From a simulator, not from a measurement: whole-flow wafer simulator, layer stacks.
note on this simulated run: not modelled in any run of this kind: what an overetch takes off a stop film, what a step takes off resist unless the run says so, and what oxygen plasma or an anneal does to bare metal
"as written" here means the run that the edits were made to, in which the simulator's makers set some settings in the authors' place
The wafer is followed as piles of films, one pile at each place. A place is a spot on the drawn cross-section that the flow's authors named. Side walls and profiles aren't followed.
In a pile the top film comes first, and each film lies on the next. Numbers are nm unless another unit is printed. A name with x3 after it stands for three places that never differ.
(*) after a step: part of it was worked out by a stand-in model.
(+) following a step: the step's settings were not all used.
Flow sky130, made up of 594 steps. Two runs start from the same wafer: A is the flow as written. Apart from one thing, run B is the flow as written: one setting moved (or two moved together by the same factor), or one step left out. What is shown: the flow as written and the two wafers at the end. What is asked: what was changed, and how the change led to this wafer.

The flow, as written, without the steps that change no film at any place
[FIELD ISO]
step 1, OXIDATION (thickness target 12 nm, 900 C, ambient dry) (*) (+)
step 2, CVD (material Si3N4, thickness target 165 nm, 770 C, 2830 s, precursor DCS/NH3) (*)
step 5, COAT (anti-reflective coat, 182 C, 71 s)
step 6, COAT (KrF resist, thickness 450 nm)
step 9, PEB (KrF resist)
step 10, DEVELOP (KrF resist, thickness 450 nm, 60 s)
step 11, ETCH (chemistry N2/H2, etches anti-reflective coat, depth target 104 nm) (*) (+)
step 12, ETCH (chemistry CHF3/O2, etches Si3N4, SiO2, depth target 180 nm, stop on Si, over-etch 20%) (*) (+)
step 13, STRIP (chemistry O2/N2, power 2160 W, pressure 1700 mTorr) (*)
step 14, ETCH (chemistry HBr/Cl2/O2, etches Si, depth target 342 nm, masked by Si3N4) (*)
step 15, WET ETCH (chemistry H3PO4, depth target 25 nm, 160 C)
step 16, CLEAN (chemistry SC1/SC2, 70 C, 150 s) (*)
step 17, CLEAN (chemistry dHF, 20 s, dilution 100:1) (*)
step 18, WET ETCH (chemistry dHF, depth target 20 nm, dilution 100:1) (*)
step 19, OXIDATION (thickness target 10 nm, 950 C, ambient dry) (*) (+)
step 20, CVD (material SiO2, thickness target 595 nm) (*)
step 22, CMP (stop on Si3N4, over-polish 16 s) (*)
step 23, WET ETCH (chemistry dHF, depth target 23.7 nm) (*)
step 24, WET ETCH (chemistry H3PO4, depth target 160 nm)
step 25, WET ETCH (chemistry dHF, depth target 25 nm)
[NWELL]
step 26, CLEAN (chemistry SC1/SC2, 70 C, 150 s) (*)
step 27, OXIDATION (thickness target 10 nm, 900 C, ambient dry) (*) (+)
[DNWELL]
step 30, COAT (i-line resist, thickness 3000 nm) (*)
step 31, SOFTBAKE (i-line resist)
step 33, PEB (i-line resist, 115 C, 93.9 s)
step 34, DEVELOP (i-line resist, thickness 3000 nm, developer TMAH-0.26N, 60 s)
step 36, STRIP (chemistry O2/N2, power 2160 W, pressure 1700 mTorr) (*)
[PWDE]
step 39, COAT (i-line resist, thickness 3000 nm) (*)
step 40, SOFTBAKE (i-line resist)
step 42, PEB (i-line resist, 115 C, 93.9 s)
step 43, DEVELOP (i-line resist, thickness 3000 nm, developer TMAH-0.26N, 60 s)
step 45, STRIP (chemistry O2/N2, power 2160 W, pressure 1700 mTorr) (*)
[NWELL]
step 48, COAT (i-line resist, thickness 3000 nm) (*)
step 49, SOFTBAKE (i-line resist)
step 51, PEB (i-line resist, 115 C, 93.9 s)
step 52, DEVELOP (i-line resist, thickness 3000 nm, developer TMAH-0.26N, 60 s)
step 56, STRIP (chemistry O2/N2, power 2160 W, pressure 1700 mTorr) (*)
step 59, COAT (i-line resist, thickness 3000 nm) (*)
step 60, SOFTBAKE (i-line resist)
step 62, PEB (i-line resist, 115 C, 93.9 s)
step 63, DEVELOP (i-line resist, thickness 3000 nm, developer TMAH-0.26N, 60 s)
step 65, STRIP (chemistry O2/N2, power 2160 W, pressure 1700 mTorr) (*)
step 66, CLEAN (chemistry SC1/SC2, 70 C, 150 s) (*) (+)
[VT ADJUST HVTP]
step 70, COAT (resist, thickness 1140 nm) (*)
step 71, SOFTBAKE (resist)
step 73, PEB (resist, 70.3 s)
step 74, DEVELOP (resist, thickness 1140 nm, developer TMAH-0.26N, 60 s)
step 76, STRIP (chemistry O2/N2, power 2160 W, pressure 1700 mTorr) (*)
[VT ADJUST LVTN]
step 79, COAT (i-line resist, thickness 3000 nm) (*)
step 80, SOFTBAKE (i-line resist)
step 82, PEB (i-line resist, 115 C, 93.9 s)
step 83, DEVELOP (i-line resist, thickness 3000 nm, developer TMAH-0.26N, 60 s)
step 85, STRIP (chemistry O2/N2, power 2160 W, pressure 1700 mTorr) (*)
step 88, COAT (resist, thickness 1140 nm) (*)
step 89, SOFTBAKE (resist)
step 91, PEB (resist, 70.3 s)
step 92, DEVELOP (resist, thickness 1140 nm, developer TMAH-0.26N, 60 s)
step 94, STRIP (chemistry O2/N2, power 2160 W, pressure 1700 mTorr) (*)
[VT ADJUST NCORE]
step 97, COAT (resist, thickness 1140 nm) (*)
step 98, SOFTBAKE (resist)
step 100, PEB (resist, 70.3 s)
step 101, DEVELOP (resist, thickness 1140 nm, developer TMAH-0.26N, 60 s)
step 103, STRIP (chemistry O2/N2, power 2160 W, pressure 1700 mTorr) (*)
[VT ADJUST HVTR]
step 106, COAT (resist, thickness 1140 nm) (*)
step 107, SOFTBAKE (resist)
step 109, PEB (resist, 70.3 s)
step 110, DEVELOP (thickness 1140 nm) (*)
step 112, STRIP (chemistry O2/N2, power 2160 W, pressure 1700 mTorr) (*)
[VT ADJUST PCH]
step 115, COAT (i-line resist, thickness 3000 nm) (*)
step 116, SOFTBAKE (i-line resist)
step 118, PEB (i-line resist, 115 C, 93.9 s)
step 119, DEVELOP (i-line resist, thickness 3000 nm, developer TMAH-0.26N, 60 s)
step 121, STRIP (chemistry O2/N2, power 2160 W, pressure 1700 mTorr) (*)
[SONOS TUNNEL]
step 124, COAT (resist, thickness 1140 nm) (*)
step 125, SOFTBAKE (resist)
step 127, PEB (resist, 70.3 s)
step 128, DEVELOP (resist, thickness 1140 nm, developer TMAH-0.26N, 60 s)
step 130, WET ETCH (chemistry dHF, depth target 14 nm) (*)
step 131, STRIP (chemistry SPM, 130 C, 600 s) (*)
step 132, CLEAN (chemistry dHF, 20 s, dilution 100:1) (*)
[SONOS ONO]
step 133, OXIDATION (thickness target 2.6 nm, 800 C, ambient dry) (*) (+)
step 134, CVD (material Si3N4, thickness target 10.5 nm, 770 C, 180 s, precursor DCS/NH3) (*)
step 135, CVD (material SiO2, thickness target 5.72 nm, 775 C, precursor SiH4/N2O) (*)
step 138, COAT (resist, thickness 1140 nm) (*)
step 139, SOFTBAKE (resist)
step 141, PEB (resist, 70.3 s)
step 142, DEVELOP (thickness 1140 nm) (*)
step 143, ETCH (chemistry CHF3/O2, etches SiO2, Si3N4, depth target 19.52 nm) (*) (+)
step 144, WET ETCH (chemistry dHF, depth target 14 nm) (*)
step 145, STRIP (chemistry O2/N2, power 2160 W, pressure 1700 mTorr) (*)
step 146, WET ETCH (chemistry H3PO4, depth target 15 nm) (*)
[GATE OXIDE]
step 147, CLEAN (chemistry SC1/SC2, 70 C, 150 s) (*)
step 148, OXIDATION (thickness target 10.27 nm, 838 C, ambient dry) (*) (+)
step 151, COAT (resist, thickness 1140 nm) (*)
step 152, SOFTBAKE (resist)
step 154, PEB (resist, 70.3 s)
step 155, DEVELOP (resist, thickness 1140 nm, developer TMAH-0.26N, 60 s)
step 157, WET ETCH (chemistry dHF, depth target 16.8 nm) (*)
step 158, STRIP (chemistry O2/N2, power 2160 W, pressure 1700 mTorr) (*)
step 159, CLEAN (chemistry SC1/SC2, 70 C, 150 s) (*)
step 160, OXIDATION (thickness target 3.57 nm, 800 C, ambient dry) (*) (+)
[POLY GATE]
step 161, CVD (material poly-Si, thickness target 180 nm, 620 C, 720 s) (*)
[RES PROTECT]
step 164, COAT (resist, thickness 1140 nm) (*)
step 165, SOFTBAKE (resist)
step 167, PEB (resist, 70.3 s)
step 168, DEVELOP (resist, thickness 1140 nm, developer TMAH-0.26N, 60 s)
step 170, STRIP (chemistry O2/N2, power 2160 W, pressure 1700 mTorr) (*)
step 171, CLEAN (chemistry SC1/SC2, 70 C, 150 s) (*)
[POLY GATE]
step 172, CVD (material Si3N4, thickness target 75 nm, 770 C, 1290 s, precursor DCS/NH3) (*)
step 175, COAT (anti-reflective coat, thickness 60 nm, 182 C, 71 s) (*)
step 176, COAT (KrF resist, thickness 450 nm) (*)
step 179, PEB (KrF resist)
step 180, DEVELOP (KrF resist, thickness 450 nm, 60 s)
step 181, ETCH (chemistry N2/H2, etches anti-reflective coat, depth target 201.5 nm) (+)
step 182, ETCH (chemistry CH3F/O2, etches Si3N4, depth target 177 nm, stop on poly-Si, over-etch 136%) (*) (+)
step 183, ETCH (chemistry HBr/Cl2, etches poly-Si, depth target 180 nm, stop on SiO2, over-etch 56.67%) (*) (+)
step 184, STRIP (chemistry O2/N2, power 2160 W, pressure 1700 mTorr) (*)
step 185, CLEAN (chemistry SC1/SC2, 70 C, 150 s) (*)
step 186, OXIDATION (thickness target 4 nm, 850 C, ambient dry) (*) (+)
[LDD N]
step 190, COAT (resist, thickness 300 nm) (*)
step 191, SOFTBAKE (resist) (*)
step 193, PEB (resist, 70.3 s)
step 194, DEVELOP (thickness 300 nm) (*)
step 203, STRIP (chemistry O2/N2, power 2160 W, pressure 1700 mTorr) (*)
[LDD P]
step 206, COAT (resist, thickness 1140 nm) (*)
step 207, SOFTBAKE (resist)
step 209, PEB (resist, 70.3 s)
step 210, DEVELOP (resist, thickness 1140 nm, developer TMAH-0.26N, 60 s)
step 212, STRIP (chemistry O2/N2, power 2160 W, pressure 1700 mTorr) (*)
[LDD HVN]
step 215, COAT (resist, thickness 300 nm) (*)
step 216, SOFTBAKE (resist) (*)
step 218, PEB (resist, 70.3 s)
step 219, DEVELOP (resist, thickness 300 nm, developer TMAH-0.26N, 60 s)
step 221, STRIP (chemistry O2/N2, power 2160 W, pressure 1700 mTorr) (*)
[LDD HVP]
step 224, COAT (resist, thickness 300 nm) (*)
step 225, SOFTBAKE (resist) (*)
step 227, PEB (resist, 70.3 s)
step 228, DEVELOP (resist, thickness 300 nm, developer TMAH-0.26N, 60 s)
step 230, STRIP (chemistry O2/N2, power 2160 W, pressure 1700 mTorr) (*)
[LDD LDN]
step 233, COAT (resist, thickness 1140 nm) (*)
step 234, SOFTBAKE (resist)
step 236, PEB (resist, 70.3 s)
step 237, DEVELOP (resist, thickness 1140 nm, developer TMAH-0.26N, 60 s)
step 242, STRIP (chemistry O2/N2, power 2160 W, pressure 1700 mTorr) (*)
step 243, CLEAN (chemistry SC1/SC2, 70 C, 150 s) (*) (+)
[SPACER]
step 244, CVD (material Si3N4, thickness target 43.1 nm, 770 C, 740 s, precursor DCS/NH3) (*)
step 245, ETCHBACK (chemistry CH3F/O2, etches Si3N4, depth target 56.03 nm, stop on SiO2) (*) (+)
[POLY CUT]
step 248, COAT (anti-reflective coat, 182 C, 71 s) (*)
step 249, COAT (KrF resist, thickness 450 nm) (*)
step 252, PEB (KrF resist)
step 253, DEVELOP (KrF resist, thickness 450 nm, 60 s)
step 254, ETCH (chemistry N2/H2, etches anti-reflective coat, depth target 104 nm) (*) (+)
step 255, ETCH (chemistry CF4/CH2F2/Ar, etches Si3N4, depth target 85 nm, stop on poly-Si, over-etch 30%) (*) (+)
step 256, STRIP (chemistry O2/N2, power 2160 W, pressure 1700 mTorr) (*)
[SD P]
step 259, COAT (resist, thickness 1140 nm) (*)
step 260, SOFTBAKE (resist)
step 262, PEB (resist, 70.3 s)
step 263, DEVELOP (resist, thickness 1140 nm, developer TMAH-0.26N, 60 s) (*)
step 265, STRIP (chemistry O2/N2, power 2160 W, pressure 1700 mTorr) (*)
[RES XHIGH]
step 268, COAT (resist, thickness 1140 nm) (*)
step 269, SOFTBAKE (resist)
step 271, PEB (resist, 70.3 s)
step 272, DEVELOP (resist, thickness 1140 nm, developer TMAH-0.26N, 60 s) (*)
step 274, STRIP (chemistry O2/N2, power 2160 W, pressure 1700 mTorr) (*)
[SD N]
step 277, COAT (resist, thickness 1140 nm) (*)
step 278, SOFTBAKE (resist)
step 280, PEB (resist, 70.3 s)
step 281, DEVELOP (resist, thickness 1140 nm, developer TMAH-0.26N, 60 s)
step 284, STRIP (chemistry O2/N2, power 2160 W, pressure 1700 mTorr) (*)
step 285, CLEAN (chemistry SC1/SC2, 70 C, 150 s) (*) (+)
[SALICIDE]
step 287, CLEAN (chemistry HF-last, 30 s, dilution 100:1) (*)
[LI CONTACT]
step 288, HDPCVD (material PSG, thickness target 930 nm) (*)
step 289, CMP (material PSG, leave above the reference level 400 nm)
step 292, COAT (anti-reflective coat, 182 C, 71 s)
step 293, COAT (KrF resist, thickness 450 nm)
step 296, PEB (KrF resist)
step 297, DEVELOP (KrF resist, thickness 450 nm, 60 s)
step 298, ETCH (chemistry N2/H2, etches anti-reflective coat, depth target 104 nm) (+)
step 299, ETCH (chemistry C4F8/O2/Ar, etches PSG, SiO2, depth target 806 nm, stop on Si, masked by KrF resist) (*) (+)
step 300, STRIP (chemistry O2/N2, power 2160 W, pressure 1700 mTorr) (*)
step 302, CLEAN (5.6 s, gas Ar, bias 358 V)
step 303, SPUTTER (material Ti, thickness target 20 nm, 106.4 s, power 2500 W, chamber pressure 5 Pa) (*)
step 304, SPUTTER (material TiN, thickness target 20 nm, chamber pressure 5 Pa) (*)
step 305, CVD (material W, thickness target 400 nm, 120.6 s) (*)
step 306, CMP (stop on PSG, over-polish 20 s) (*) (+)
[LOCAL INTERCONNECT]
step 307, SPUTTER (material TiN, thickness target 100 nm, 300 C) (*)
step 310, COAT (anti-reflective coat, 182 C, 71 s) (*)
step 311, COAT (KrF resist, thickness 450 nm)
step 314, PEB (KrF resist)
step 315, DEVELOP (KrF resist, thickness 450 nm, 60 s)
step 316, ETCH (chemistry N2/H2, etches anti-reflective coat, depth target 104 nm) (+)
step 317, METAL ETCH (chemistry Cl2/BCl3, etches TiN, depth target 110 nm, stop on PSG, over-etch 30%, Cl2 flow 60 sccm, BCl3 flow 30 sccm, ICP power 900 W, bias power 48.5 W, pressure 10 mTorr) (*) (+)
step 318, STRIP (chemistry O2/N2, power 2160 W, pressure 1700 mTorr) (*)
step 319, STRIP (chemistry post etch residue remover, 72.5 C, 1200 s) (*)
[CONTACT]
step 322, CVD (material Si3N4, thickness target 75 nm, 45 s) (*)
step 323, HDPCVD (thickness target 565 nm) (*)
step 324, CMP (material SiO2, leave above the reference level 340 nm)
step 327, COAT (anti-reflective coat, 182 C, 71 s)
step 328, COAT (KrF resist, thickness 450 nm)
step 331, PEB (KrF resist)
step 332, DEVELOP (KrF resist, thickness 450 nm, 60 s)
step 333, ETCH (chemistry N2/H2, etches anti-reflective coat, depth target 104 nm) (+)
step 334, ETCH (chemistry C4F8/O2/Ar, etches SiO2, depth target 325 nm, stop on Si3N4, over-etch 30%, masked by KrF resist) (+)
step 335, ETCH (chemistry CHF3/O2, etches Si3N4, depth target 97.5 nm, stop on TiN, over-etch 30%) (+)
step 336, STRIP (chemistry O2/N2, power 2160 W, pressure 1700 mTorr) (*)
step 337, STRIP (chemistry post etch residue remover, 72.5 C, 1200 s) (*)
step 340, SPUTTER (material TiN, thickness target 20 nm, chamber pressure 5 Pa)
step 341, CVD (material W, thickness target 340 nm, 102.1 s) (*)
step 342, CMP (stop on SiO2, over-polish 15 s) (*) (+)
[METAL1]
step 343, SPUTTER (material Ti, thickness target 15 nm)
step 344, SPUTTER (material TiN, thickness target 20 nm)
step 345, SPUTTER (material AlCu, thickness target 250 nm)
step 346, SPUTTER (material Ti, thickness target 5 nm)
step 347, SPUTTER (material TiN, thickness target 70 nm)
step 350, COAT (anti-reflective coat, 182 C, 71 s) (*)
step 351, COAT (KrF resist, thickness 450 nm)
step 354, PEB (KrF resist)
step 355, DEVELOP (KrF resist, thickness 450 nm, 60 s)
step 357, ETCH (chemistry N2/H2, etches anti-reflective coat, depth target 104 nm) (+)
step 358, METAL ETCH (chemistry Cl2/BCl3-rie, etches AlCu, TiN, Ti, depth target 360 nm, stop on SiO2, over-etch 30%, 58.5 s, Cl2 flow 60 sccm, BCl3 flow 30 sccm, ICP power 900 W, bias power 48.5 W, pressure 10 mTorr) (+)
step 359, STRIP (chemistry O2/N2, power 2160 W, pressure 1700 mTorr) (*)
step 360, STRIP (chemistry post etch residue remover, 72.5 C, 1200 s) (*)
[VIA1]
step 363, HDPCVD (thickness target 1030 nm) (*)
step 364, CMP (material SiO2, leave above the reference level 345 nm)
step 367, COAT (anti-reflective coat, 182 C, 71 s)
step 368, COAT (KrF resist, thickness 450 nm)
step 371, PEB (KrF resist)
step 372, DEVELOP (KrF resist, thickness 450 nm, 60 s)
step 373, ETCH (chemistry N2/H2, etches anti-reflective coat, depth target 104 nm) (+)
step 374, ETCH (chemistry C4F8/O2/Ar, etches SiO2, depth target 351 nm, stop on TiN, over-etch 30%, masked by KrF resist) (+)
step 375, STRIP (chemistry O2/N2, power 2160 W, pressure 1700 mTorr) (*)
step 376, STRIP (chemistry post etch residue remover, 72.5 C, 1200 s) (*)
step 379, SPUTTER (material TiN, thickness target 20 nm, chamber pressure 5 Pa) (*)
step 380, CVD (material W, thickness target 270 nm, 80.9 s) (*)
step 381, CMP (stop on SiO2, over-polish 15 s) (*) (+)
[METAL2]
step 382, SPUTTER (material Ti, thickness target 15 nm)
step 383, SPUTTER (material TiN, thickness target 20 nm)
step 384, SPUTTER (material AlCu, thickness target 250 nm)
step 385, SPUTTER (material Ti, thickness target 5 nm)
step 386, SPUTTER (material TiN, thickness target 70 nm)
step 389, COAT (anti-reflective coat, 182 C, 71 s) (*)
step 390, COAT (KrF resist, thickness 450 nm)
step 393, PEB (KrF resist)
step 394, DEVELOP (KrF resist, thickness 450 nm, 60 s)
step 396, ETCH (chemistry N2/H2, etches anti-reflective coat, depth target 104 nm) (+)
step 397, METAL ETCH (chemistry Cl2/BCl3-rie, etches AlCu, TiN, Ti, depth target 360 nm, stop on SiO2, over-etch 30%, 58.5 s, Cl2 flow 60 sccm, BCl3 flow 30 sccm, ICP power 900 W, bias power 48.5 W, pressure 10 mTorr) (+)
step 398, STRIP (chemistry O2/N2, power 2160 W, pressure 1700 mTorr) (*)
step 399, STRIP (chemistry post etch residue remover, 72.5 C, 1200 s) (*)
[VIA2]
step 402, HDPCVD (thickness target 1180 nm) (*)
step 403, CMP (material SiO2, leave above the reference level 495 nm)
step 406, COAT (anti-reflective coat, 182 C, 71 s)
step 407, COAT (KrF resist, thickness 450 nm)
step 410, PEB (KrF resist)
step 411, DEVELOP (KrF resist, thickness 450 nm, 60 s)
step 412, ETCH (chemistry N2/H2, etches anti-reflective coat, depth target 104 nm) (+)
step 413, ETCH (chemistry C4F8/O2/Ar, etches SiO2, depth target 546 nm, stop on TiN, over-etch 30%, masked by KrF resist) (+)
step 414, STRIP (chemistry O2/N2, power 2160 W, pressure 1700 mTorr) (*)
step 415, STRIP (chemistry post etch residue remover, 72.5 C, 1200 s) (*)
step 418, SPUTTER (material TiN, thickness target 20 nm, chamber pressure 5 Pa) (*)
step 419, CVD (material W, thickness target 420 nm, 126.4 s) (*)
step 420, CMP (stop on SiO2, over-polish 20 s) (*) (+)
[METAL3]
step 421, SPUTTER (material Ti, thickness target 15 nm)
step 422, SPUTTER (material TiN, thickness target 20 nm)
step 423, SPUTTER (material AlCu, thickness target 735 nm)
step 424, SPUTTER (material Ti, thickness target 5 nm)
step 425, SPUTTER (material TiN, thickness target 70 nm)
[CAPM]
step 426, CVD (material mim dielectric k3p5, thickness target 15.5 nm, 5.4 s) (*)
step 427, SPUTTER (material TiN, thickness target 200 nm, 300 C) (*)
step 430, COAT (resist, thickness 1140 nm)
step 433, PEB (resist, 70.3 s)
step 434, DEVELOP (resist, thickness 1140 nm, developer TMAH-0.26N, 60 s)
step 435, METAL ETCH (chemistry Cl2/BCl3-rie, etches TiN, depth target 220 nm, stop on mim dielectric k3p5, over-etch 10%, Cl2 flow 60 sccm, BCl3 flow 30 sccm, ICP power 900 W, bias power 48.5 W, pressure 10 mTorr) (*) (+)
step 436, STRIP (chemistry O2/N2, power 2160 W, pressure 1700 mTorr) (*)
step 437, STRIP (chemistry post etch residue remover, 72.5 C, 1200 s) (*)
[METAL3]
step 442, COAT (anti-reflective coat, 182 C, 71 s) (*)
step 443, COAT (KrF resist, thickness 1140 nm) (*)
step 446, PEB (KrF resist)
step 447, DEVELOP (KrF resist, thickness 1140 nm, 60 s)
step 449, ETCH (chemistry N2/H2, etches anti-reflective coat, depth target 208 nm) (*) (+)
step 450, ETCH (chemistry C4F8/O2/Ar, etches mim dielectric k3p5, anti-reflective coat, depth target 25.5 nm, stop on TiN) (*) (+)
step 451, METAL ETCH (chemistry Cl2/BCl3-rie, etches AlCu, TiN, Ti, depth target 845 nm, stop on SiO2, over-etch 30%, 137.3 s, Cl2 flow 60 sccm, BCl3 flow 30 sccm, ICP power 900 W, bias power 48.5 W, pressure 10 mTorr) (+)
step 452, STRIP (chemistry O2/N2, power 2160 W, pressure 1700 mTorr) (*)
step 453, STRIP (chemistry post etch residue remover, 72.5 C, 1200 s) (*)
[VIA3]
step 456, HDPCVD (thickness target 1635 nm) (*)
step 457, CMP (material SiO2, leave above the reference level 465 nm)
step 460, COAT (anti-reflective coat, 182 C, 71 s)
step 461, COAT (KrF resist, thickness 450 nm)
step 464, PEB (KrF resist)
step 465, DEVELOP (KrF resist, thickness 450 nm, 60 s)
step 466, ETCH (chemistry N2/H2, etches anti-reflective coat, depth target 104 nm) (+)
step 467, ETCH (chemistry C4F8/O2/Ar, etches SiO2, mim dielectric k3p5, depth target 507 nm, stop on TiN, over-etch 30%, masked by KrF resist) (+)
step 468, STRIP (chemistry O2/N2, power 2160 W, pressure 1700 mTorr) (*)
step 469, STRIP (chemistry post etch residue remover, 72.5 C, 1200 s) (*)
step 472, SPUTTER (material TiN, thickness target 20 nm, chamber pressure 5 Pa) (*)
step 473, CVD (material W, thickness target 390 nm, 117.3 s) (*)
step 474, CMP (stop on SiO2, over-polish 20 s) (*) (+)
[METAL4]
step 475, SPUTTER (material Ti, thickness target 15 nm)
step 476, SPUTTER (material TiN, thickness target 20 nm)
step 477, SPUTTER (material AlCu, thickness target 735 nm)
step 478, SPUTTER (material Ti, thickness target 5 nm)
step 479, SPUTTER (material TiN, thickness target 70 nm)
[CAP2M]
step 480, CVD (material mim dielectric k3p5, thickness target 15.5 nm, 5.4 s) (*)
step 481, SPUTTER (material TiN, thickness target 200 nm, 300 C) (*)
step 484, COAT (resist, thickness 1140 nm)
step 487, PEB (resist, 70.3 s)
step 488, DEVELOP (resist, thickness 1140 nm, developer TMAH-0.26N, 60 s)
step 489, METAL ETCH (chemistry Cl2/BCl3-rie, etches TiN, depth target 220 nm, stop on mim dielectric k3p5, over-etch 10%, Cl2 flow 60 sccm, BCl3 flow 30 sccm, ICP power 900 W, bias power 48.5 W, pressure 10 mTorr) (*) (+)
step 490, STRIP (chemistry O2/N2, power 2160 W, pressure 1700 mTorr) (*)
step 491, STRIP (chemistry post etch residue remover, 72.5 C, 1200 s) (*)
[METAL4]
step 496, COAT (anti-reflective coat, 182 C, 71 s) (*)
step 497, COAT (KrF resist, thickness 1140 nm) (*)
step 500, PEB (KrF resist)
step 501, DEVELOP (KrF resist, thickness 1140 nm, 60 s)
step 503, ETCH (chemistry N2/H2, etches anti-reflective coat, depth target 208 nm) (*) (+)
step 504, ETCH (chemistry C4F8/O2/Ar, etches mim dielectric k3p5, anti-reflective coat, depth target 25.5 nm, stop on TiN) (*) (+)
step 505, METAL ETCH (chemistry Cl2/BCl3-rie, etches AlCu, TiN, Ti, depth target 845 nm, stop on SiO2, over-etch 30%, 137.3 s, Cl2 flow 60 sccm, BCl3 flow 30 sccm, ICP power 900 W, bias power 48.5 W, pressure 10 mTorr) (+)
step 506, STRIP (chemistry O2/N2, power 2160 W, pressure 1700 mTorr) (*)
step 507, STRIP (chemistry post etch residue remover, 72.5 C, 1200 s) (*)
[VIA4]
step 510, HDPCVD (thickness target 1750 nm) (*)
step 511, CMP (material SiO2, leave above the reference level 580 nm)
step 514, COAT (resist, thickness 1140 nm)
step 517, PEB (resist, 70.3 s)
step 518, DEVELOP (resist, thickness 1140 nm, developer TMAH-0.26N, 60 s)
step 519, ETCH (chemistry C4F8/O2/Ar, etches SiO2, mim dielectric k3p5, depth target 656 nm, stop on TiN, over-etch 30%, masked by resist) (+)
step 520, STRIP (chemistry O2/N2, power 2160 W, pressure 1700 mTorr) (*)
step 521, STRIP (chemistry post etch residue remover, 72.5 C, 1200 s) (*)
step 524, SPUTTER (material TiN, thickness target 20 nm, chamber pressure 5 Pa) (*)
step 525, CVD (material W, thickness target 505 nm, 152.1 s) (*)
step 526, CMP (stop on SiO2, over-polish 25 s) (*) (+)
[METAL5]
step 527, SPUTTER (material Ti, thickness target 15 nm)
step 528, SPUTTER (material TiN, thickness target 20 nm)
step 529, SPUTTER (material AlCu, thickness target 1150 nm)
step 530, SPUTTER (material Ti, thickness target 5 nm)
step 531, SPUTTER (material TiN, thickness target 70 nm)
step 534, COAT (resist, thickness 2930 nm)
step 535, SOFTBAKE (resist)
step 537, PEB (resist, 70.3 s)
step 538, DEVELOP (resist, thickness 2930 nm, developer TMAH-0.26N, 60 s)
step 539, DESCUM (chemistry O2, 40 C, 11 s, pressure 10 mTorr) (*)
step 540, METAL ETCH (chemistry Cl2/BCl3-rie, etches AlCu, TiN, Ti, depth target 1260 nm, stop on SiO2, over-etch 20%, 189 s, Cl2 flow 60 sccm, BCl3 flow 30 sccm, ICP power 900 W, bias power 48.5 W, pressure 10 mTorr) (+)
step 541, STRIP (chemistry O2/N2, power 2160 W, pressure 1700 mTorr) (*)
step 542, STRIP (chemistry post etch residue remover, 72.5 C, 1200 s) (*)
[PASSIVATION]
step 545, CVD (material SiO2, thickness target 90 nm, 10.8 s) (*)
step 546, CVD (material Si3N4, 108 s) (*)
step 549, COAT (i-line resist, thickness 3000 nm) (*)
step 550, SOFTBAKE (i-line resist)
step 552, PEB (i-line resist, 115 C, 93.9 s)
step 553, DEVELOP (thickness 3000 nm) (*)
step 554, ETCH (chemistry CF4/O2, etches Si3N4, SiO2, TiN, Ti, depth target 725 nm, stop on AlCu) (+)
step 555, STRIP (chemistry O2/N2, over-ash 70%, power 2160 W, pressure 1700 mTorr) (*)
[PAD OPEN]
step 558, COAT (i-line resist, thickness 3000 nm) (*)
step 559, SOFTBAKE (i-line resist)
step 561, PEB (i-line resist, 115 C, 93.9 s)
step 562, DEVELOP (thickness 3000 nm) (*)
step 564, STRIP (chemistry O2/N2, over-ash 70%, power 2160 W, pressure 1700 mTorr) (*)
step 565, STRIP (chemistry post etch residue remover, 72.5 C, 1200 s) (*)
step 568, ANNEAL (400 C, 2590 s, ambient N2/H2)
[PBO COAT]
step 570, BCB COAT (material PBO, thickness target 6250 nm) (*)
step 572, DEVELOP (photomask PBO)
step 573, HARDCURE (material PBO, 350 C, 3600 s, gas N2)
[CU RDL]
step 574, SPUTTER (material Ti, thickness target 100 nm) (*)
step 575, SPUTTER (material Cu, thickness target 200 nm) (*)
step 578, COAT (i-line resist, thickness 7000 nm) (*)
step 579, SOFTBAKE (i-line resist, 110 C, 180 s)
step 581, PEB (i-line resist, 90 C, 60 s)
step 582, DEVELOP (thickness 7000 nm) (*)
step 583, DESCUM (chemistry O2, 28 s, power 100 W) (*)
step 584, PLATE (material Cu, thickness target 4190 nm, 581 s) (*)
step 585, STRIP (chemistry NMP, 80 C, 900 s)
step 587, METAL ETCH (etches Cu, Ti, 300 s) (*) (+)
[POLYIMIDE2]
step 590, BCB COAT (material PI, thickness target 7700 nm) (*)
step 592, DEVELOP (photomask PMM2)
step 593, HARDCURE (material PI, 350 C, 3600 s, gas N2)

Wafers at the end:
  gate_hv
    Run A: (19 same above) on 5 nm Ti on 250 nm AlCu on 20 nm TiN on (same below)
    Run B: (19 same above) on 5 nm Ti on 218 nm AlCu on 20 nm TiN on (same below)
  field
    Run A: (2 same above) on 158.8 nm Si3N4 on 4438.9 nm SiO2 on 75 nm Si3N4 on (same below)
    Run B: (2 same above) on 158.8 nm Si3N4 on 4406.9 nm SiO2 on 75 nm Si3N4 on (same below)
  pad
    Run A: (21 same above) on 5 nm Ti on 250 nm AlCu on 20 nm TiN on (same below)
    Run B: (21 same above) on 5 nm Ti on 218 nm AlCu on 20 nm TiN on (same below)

Cause: step 384, SPUTTER: thickness target 218 nm was run, though the flow has thickness target 250 nm.
The wafer lets one read it off: gate_hv has AlCu 218, and step 384 as written asks for 250 nm.

Step by step, how the change led to this:
  step 384, SPUTTER (material AlCu, thickness target 250 nm)
      field, active, n_well and 188 more: A +250 AlCu (new film) | B +218 AlCu (new film)
  step 397, METAL ETCH (chemistry Cl2/BCl3-rie, etches AlCu, TiN, Ti, depth target 360 nm, stop on SiO2, over-etch 30%, 58.5 s, Cl2 flow 60 sccm, BCl3 flow 30 sccm, ICP power 900 W, bias power 48.5 W, pressure 10 mTorr) (+)
      field, active, gate and 82 more: A -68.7 TiN (all of it), -5 Ti (all of it), -250 AlCu (all of it), -20 TiN (all of it), -15 Ti (all of it), -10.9 SiO2 | B -68.7 TiN (all of it), -5 Ti (all of it), -218 AlCu (all of it), -20 TiN (all of it), -15 Ti (all of it), -14.1 SiO2
  step 403, CMP (material SiO2, leave above the reference level 495 nm)
      field, active, gate and 82 more: A -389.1 SiO2 | B -417.9 SiO2
